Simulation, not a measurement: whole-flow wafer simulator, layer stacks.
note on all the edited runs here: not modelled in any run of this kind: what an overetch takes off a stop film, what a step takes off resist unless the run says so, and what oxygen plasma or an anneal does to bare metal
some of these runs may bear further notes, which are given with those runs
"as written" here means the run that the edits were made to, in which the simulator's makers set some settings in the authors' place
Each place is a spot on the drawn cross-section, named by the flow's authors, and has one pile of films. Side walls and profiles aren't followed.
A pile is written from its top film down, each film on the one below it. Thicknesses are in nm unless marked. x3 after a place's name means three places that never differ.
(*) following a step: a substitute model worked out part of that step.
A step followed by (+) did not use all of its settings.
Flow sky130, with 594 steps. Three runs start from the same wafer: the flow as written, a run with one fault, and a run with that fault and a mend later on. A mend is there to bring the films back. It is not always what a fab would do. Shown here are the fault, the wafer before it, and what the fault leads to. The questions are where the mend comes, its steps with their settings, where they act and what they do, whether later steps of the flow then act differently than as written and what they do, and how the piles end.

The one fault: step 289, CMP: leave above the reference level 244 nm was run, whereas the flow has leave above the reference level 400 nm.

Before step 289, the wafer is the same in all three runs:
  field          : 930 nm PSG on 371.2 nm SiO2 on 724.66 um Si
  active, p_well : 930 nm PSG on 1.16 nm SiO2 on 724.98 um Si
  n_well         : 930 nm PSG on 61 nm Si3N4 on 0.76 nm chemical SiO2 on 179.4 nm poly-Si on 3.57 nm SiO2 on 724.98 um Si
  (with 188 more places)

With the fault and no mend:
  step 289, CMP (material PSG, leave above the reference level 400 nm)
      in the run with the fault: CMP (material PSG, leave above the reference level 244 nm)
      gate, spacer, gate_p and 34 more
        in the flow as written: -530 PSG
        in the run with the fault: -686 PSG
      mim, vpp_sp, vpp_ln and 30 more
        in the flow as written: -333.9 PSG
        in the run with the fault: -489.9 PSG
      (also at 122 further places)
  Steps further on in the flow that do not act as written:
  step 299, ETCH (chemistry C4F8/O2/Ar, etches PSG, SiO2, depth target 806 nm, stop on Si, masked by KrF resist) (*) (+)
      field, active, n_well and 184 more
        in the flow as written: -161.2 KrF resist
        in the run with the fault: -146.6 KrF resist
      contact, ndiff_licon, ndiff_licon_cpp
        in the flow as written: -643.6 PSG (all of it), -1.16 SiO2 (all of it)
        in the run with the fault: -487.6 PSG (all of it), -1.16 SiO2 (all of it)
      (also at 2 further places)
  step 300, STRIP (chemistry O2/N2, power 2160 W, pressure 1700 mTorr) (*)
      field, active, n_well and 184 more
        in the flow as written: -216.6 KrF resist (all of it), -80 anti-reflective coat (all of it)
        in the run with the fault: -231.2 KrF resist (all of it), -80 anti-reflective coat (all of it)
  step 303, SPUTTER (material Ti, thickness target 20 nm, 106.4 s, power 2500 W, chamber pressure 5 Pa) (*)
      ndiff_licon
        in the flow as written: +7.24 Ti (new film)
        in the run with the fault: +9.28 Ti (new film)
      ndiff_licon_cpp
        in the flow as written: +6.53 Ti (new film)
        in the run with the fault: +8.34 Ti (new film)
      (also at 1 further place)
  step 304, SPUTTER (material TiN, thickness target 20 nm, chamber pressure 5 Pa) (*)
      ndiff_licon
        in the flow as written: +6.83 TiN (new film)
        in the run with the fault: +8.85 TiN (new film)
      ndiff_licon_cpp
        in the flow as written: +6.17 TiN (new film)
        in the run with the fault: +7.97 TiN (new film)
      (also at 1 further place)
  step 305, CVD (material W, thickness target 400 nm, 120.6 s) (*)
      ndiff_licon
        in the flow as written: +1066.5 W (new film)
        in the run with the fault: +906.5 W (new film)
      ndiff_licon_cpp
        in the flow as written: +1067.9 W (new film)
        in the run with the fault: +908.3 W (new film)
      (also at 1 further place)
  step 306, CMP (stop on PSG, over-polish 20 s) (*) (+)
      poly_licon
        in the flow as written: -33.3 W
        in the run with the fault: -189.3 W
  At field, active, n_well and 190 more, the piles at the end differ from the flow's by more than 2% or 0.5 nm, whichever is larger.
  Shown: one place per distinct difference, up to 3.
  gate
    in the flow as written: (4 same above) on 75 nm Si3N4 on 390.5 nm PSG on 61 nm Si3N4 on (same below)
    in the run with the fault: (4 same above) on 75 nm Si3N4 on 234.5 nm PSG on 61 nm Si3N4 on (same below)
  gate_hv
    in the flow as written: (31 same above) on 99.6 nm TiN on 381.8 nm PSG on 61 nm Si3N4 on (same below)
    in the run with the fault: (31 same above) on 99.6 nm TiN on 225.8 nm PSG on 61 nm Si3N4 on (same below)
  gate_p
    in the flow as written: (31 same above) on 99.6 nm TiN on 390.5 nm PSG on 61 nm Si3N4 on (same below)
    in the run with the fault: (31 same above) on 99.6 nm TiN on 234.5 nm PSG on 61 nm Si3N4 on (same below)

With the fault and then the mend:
  The mend follows step 289.
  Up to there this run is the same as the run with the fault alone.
  step 289a, HDPCVD (material PSG, thickness target 156 nm) (*) (a further turn of the flow's step 288, with different settings)
      field, active, n_well and 189 more
        +156 PSG
  None of the later steps of the flow differs from how it acts as written, at any place that is followed, by more than 2% or 0.5 nm, whichever is larger.
  When the end is reached, the piles differ only a little from the flow's at the places that both follow, at most by 2% or 0.5 nm, whichever is larger.
